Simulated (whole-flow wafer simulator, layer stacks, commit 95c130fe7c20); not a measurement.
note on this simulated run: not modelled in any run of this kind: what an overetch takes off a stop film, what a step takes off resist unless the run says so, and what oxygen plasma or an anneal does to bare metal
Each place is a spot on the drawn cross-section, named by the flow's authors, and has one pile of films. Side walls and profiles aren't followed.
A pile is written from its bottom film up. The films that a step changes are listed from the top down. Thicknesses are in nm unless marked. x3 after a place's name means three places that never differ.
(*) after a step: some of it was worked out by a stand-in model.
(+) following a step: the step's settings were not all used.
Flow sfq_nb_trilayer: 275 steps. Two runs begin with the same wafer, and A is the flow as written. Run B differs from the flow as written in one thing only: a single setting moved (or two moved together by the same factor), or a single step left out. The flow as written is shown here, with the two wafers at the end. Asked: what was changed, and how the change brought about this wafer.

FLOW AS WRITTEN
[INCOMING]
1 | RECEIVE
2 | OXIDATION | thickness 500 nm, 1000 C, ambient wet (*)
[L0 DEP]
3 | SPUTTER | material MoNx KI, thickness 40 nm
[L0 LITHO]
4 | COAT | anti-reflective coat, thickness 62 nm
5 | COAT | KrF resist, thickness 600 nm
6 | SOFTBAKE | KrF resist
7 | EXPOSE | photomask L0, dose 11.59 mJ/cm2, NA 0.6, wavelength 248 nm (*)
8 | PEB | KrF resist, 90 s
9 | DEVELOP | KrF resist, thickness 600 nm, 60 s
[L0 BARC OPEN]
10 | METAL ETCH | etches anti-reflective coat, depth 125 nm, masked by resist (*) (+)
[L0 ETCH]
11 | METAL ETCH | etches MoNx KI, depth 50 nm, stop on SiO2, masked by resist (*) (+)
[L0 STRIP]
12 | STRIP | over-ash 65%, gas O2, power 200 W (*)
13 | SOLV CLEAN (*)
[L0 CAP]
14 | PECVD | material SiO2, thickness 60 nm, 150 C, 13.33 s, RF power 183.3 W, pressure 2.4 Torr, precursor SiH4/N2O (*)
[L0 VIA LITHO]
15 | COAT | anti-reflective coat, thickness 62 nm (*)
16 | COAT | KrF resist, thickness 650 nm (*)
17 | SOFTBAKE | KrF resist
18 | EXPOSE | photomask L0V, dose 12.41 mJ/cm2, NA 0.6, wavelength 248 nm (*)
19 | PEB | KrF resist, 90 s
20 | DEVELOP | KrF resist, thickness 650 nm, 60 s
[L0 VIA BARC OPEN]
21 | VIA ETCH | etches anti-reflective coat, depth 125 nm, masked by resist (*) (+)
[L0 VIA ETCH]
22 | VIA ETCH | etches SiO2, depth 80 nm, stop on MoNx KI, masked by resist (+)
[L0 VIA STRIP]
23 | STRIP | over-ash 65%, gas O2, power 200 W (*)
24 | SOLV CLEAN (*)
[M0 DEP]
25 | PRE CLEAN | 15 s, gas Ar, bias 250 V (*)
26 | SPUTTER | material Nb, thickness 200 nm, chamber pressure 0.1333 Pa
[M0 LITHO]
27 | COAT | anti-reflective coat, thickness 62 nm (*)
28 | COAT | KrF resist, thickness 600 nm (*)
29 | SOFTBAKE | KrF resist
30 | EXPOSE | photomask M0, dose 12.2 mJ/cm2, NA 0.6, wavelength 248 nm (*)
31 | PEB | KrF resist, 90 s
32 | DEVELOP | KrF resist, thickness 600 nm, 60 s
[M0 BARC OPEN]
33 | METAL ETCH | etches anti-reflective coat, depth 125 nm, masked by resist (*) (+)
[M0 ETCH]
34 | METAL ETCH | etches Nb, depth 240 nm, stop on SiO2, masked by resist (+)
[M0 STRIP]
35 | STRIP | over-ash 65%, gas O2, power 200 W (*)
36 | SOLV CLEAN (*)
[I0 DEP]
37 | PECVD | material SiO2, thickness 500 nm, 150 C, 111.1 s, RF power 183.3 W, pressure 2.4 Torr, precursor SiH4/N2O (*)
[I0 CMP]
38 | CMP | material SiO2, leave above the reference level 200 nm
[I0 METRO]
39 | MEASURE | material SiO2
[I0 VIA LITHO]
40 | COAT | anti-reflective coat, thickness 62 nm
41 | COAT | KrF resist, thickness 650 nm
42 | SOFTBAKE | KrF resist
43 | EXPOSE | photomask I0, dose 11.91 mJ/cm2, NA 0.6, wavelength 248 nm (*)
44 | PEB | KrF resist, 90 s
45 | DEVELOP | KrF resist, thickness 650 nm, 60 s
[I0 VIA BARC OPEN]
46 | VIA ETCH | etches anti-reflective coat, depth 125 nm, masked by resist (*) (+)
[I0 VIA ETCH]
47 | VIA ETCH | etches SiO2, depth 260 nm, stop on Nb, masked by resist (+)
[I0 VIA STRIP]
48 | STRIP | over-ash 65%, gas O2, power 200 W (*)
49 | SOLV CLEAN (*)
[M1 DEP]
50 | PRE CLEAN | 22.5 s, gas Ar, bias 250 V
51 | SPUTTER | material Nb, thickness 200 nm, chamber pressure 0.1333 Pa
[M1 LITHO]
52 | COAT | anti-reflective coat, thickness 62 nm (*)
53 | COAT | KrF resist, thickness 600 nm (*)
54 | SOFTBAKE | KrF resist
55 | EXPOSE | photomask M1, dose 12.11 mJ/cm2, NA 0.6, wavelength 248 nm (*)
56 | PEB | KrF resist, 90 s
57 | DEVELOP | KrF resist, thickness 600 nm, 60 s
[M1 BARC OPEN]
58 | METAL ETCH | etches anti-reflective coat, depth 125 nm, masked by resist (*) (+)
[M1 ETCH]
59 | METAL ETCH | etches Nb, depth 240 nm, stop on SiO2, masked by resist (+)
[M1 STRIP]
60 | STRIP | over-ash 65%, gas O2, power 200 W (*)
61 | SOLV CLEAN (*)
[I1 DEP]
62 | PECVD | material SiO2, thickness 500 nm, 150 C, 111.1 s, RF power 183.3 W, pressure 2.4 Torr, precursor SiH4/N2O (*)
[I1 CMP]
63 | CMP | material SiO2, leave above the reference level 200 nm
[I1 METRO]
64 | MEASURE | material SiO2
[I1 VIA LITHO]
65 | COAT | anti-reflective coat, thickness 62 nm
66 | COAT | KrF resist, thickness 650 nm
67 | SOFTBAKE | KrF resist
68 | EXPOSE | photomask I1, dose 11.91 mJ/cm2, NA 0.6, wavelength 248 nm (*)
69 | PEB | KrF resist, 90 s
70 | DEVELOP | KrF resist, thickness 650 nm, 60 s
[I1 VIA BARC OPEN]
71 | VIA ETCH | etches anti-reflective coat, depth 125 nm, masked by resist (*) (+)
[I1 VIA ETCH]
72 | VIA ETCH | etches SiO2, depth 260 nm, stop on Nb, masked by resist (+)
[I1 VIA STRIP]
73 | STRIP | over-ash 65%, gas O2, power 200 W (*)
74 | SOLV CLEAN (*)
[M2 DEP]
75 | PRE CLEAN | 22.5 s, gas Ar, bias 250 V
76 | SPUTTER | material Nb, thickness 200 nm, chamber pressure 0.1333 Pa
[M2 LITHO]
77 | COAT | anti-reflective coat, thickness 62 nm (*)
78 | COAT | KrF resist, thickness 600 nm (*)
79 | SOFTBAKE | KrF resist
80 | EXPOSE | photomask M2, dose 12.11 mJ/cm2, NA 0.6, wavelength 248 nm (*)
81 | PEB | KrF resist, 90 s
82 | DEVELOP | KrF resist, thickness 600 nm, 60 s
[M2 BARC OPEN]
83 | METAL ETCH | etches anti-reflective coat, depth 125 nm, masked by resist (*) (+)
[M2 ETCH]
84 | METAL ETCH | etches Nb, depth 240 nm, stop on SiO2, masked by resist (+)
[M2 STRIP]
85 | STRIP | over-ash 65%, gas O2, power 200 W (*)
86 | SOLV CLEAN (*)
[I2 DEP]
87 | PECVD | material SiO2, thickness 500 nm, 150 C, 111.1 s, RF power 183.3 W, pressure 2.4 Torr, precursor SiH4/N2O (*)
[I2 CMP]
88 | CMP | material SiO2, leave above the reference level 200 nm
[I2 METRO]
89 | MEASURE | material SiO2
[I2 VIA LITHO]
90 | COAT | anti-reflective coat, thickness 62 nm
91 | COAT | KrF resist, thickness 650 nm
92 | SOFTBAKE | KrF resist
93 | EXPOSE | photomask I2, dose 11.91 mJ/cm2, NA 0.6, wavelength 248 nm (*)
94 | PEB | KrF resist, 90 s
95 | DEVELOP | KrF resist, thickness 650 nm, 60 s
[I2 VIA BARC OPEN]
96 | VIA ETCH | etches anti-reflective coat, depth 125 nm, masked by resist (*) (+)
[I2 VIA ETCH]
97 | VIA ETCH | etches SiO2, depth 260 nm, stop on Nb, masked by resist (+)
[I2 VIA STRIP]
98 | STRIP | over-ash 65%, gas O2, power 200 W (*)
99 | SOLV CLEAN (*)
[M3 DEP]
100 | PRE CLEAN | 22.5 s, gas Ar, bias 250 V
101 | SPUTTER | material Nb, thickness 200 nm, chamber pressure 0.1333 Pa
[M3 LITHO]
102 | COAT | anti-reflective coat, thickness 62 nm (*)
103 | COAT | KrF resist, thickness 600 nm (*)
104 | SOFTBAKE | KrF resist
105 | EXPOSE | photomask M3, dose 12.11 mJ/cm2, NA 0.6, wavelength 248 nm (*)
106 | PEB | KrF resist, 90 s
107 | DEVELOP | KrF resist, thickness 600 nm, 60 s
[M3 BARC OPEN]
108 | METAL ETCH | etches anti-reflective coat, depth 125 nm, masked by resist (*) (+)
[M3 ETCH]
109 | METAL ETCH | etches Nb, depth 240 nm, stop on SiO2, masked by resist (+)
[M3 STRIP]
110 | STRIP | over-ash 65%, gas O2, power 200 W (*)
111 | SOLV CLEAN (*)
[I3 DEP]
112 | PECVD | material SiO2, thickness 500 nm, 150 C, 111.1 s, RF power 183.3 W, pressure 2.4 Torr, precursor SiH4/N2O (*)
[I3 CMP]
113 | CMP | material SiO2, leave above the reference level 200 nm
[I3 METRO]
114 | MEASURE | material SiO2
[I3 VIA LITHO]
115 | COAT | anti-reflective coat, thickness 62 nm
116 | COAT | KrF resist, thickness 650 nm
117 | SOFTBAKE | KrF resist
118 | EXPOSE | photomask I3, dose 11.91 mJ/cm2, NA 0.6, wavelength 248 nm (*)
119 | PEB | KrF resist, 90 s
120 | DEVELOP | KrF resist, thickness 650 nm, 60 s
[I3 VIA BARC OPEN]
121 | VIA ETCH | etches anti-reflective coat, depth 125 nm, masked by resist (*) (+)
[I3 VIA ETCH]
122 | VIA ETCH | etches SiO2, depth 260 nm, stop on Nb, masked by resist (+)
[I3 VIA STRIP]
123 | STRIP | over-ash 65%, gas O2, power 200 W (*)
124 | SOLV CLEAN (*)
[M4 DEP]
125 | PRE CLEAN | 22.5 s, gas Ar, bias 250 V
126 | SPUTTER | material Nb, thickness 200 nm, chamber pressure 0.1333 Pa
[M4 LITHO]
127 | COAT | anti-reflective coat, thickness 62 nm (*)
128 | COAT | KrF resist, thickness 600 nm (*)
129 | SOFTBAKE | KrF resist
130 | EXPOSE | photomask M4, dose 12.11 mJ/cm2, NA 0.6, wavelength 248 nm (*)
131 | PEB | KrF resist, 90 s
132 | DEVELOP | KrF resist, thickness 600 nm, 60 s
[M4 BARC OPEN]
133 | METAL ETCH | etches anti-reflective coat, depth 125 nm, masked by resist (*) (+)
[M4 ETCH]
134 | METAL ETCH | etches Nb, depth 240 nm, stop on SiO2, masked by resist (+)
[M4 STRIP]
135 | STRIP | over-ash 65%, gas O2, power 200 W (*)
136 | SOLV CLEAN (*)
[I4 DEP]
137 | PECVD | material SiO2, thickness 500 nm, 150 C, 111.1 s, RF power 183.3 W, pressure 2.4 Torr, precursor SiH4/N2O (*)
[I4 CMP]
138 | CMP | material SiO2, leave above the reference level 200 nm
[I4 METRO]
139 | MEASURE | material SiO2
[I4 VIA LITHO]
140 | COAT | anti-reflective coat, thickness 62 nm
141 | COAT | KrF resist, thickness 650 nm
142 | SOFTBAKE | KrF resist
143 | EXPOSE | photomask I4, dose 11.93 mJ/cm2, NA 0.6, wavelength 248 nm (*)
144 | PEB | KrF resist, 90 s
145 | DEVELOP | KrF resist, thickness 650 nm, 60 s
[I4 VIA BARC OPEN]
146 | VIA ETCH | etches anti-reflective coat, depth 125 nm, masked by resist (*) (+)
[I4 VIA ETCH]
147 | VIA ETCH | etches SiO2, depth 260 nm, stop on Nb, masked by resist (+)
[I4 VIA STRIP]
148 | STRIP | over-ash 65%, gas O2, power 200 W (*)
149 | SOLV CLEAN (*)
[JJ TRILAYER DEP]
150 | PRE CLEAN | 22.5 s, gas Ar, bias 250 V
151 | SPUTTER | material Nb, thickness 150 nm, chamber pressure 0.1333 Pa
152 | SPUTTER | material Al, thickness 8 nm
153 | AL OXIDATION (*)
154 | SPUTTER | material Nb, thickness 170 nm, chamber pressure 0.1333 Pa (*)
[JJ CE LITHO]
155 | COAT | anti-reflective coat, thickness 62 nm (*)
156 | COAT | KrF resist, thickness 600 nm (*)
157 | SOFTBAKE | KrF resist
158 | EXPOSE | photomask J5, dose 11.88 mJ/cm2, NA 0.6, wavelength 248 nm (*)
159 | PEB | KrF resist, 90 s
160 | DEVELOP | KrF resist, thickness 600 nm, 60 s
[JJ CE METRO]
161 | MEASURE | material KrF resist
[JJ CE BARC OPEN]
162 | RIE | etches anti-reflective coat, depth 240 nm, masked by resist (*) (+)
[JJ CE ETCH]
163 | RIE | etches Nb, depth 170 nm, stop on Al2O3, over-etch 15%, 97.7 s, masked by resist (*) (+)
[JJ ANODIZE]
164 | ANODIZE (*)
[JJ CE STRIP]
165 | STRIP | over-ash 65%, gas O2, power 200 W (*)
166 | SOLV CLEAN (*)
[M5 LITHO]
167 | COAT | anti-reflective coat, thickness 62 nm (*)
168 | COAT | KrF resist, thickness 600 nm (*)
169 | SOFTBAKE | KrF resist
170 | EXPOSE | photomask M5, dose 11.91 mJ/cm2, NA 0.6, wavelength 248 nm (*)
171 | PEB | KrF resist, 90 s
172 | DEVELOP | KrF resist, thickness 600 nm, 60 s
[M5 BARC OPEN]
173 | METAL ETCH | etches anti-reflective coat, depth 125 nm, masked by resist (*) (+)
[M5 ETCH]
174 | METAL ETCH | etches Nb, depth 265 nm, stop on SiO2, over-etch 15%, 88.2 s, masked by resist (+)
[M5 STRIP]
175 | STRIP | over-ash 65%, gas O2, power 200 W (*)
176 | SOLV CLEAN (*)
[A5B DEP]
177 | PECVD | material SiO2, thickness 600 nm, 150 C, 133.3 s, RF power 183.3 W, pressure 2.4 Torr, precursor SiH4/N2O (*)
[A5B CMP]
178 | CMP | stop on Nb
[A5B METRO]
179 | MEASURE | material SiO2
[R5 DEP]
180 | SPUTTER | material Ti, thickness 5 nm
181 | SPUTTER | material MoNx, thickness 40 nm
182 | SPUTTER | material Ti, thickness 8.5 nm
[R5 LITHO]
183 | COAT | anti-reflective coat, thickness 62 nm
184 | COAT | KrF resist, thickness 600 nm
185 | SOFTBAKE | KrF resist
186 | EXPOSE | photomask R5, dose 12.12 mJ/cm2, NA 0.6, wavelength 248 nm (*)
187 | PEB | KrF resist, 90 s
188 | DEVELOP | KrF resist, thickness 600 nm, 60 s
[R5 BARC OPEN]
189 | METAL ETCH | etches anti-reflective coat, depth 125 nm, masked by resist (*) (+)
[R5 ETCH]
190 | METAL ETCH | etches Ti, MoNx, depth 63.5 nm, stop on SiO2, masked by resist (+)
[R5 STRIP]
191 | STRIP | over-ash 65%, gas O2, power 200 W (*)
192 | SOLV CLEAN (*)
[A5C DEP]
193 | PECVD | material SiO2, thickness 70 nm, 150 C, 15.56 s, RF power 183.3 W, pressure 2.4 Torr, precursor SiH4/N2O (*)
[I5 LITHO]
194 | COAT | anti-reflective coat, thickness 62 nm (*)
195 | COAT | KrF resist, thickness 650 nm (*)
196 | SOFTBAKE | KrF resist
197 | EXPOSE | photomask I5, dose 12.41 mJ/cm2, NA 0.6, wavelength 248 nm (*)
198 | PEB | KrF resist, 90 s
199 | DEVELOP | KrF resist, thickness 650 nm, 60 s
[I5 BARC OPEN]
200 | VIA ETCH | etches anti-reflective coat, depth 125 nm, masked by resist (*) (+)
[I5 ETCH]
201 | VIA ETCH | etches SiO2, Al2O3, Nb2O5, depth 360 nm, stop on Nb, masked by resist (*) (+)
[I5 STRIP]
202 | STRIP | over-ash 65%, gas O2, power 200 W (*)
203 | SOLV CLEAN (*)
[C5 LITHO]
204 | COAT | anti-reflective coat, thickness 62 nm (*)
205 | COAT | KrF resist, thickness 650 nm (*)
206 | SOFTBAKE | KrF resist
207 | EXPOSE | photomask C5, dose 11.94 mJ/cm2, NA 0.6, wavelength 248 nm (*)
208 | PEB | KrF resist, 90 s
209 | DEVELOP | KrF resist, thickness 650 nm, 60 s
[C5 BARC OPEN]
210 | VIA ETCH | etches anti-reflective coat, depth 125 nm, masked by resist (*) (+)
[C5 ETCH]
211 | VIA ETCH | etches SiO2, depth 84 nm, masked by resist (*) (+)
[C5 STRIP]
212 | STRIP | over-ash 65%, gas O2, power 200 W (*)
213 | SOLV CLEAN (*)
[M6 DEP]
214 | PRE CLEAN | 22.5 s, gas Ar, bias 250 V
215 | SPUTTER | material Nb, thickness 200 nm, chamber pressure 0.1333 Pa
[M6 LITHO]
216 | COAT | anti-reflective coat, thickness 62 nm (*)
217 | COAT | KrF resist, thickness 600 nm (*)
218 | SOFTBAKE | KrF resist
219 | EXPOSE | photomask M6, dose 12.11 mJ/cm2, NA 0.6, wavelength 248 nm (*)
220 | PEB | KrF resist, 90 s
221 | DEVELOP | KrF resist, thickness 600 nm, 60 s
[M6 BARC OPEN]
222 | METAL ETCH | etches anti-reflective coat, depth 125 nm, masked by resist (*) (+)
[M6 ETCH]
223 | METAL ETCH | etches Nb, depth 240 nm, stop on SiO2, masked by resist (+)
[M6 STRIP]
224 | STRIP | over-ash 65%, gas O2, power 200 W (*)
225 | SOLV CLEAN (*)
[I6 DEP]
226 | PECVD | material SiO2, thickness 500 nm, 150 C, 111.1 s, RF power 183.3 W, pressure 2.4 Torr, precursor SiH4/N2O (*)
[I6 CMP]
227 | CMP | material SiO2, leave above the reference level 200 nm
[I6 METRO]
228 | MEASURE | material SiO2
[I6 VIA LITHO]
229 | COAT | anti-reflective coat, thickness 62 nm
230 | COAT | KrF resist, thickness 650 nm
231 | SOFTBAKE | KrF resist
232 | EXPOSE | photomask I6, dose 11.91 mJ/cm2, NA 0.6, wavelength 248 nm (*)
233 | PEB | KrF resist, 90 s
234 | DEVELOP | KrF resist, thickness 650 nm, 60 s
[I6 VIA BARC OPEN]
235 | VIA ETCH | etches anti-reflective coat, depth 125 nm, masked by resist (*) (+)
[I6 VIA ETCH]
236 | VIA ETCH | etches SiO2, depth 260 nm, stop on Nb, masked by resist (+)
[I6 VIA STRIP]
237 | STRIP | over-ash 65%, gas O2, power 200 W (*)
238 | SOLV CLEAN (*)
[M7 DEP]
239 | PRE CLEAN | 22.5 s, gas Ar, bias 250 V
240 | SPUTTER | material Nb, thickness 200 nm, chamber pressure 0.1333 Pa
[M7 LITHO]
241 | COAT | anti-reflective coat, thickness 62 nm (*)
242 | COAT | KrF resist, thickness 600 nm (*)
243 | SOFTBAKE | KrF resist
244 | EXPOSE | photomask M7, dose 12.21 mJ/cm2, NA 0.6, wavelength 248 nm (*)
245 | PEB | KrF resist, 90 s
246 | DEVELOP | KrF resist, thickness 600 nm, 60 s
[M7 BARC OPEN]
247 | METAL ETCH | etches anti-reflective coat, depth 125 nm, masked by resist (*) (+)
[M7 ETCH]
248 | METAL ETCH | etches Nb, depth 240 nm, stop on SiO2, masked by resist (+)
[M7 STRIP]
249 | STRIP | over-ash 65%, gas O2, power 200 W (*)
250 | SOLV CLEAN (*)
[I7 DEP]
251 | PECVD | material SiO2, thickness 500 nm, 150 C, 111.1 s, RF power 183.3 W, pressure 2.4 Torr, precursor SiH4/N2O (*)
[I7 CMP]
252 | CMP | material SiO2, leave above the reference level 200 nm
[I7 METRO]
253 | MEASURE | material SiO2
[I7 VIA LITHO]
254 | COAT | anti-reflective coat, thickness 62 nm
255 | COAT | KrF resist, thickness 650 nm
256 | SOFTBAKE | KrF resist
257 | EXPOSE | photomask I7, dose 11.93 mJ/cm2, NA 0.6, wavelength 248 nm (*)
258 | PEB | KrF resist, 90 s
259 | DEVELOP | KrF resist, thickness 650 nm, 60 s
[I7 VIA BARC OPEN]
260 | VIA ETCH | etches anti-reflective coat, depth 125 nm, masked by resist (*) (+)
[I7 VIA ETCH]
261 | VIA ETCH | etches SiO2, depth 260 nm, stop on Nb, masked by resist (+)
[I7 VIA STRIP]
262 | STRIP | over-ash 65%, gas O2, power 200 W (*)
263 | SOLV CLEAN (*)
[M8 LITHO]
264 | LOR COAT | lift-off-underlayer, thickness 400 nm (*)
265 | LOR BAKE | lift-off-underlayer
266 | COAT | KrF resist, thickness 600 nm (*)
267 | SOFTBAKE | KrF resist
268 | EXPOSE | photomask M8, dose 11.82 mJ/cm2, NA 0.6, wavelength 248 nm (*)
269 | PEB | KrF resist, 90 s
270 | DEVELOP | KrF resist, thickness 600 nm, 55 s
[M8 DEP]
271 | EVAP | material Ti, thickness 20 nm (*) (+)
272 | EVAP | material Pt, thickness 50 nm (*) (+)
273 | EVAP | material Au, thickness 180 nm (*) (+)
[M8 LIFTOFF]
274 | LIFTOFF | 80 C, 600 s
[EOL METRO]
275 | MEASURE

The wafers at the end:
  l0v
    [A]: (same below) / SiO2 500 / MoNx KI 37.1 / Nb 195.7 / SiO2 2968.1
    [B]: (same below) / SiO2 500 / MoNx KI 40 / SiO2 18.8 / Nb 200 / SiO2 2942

Cause: step 22, VIA ETCH: depth 36 nm was run, while the flow as written has depth 80 nm.

Step by step, how the change led to this:
  22 | VIA ETCH | etches SiO2, depth 80 nm, stop on MoNx KI, masked by resist (+)
      l0v: A SiO2 loses 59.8 (all of it) | B SiO2 loses 36
      field_l, v_sur, via_wl and 102 more: A KrF resist loses 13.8 | B KrF resist loses 6.21
  25 | PRE CLEAN | 15 s, gas Ar, bias 250 V (*)
      l0v: A MoNx KI loses 2.91 | B SiO2 loses 5
  26 | SPUTTER | material Nb, thickness 200 nm, chamber pressure 0.1333 Pa
      l0v: A Nb gains 195.7 (new film) | B Nb gains 200 (new film)
  27 | COAT | anti-reflective coat, thickness 62 nm (*)
      l0_sur: A anti-reflective coat gains 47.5 (new film) | B anti-reflective coat gains 49.9 (new film)
      l0v: A anti-reflective coat gains 78 (new film) | B anti-reflective coat gains 71 (new film)
  28 | COAT | KrF resist, thickness 600 nm (*)
      l0v: A KrF resist gains 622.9 (new film) | B KrF resist gains 609.1 (new film)
  35 | STRIP | over-ash 65%, gas O2, power 200 W (*)
      l0_sur: A KrF resist loses 372 (all of it), anti-reflective coat loses 47.5 (all of it) | B KrF resist loses 373.4 (all of it), anti-reflective coat loses 49.9 (all of it)
      l0v: A KrF resist loses 405.3 (all of it), anti-reflective coat loses 78 (all of it) | B KrF resist loses 391.4 (all of it), anti-reflective coat loses 71 (all of it)
  38 | CMP | material SiO2, leave above the reference level 200 nm
      l0v: A SiO2 loses 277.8 | B SiO2 loses 303.8
With metal films that touch counted as one body, l0v has 2 bodies (between them, from the top down: SiO2 18.8); the flow as written gives 1 body.
